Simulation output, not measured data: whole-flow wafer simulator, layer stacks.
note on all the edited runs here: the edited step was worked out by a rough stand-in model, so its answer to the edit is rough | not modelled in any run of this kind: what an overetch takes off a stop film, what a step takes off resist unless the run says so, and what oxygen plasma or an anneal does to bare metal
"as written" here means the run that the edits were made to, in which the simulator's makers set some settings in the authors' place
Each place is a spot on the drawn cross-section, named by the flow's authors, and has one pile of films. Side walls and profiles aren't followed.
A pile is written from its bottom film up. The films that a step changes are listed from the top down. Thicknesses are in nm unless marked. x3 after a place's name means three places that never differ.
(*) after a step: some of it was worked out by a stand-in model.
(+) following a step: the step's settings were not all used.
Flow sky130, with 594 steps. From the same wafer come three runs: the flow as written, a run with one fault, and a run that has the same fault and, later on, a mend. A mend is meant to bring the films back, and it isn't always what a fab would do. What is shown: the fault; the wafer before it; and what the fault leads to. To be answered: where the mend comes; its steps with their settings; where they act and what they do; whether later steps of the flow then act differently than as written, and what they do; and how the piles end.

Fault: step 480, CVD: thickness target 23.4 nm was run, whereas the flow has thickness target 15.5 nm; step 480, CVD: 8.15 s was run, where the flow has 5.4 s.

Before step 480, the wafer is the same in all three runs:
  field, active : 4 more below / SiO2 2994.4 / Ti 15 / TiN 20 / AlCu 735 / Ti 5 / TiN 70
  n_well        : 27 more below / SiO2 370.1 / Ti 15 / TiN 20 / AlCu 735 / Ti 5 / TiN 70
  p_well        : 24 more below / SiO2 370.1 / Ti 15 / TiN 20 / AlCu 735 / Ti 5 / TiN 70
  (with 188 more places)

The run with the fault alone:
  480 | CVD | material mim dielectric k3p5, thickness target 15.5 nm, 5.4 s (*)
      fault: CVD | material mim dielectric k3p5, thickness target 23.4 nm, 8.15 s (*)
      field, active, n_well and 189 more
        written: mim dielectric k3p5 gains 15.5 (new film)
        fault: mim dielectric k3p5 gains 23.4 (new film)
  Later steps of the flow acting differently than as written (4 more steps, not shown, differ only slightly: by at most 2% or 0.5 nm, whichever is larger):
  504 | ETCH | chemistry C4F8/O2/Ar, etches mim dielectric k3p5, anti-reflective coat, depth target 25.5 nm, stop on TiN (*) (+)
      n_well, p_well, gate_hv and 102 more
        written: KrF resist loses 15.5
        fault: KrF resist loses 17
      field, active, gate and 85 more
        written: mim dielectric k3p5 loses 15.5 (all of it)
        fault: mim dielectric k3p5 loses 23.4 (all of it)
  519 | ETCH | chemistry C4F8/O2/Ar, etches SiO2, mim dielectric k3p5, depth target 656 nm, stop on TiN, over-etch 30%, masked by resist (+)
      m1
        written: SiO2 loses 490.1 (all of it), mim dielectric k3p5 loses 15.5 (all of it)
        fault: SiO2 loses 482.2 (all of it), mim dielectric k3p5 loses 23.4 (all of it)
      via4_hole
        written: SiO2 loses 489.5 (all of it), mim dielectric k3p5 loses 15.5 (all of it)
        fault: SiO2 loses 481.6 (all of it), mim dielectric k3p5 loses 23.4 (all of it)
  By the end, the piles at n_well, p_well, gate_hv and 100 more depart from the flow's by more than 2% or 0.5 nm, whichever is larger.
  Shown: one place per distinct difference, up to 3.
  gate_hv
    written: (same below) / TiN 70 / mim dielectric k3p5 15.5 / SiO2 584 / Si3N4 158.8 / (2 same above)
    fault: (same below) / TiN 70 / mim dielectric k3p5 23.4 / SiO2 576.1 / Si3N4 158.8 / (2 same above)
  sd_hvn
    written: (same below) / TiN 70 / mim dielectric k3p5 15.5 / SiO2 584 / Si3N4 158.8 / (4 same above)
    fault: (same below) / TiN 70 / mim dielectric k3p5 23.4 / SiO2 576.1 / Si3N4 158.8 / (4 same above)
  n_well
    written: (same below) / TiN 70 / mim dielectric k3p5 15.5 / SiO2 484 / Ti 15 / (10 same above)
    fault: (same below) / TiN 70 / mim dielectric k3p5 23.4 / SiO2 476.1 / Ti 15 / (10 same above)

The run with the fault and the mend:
  After step 480 comes the mend.
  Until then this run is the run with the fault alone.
  480a | ETCH | chemistry C4F8/O2/Ar, etches mim dielectric k3p5, anti-reflective coat, depth target 7.9 nm (*) (a further turn of the flow's step 450, with different settings)
      field, active, n_well and 189 more
        mim dielectric k3p5 loses 7.9
  None of the later steps of the flow acts differently than as written at any place that is followed.
  At every place that both follow, the piles at the end match the flow's.
